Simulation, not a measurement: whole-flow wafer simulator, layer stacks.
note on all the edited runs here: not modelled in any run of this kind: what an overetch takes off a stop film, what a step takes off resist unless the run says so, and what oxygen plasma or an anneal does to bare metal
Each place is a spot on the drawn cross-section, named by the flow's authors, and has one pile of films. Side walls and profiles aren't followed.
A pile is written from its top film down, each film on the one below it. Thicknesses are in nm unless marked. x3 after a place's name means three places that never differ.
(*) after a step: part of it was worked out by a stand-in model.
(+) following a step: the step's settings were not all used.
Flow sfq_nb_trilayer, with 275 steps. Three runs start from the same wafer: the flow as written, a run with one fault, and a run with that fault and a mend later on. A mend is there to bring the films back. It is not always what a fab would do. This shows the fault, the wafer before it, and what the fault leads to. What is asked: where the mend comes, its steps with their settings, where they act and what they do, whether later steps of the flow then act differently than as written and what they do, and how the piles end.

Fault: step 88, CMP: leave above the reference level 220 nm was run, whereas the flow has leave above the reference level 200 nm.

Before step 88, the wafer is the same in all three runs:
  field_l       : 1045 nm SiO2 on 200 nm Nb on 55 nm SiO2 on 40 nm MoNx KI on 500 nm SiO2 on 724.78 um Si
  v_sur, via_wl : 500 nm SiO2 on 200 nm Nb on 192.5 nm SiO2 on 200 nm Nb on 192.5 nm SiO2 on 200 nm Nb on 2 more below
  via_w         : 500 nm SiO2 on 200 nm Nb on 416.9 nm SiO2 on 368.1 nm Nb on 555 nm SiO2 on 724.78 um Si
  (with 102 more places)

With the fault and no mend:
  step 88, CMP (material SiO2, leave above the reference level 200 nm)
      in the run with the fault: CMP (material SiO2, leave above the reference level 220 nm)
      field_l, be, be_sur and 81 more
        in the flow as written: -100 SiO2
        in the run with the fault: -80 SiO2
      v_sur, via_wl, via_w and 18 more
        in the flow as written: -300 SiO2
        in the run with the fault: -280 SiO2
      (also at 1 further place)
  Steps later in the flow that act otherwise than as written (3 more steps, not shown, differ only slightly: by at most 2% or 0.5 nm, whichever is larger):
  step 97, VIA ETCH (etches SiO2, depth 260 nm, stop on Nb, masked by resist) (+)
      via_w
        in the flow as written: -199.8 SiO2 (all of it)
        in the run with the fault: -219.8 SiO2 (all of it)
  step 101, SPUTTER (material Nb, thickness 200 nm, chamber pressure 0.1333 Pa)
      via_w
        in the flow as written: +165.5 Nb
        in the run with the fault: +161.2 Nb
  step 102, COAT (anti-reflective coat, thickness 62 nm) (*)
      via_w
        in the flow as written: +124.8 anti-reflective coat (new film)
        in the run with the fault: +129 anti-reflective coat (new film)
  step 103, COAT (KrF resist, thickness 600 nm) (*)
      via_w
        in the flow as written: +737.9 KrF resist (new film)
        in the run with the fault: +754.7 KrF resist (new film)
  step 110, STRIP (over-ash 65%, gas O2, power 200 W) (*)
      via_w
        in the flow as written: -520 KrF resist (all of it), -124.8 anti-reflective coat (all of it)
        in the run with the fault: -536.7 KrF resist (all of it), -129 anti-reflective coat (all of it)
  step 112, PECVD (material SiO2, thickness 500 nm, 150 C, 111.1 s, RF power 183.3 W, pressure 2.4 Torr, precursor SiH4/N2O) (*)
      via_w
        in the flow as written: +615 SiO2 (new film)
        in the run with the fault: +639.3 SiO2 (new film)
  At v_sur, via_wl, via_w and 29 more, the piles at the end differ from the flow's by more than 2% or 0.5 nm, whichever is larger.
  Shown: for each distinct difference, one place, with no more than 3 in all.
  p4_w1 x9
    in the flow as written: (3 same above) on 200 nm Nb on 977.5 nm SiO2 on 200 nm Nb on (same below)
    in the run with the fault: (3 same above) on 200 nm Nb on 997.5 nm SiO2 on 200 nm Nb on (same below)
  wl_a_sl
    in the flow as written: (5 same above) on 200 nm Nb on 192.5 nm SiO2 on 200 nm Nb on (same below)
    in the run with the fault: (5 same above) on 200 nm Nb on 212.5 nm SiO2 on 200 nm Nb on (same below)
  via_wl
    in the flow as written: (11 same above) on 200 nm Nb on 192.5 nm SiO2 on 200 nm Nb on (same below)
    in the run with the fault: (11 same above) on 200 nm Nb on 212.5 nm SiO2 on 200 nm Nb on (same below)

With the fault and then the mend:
  The mend stands after step 89.
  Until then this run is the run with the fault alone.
  step 89a, CMP (material SiO2, leave above the reference level 200 nm) (the flow's step 88 again)
      field_l, v_sur, via_wl and 103 more
        -20 SiO2
  Later steps of the flow that are run all act as written at every place that is followed.
  At every place that both follow, the piles at the end match the flow's.
